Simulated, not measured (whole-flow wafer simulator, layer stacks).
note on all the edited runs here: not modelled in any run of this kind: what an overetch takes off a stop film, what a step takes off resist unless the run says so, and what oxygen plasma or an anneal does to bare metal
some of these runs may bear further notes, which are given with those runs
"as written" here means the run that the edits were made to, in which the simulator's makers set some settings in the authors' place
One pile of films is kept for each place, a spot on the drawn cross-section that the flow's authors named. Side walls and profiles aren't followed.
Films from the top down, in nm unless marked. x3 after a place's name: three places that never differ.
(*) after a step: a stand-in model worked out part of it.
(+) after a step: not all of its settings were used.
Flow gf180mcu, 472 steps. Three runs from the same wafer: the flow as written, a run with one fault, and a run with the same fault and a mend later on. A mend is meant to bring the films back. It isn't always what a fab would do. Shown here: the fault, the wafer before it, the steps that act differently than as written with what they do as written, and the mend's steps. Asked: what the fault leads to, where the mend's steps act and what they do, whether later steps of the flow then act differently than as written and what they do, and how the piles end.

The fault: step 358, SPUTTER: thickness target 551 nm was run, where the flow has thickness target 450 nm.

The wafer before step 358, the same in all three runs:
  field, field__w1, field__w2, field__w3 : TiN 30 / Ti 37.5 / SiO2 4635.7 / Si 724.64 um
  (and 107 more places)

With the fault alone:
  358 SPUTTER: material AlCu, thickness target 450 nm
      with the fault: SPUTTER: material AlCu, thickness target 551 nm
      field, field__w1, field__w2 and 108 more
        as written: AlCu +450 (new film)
        with the fault: AlCu +551 (new film)
  Later steps of the flow that act differently than as written (1 more step differs only slightly, by at most 2% or 0.5 nm, whichever is larger, and isn't shown):
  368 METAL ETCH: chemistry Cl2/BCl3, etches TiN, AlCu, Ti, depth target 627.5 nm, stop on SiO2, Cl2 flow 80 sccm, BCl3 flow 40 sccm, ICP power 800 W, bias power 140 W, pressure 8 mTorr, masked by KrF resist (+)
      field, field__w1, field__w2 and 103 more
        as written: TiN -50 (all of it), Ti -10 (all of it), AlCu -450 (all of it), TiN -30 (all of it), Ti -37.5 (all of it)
        with the fault: TiN -50 (all of it), Ti -10 (all of it), AlCu -551 (all of it), TiN -16.5
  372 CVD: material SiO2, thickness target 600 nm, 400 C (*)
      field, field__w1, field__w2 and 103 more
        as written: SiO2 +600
        with the fault: SiO2 +600 (new film)
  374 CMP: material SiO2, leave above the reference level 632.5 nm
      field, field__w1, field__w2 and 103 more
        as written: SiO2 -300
        with the fault: SiO2 -249.6
  At the end the piles differ from the flow's by more than 2% or 0.5 nm, whichever is larger, at field, field__w1, field__w2 and 109 more.
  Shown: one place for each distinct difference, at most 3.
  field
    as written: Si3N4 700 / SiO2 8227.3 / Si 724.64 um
    with the fault: Si3N4 700 / SiO2 3642 / TiN 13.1 / Ti 37.5 / SiO2 4635.7 / Si 724.64 um
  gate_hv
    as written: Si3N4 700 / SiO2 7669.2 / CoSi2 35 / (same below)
    with the fault: Si3N4 700 / SiO2 3642 / TiN 13.1 / Ti 37.5 / SiO2 4077.6 / CoSi2 35 / (same below)
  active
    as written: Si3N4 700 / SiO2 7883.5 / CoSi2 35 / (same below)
    with the fault: Si3N4 700 / SiO2 3642 / TiN 13.1 / Ti 37.5 / SiO2 4291.9 / CoSi2 35 / (same below)

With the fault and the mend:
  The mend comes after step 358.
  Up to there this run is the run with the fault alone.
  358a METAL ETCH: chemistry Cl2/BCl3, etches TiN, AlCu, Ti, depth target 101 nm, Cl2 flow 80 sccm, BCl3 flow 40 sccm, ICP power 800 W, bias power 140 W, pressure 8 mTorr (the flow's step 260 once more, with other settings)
      field, field__w1, field__w2 and 108 more
        AlCu -101
  No later step of the flow acts differently than as written at any place that is followed.
  At the end the piles are the same as the flow's at every place that both follow.
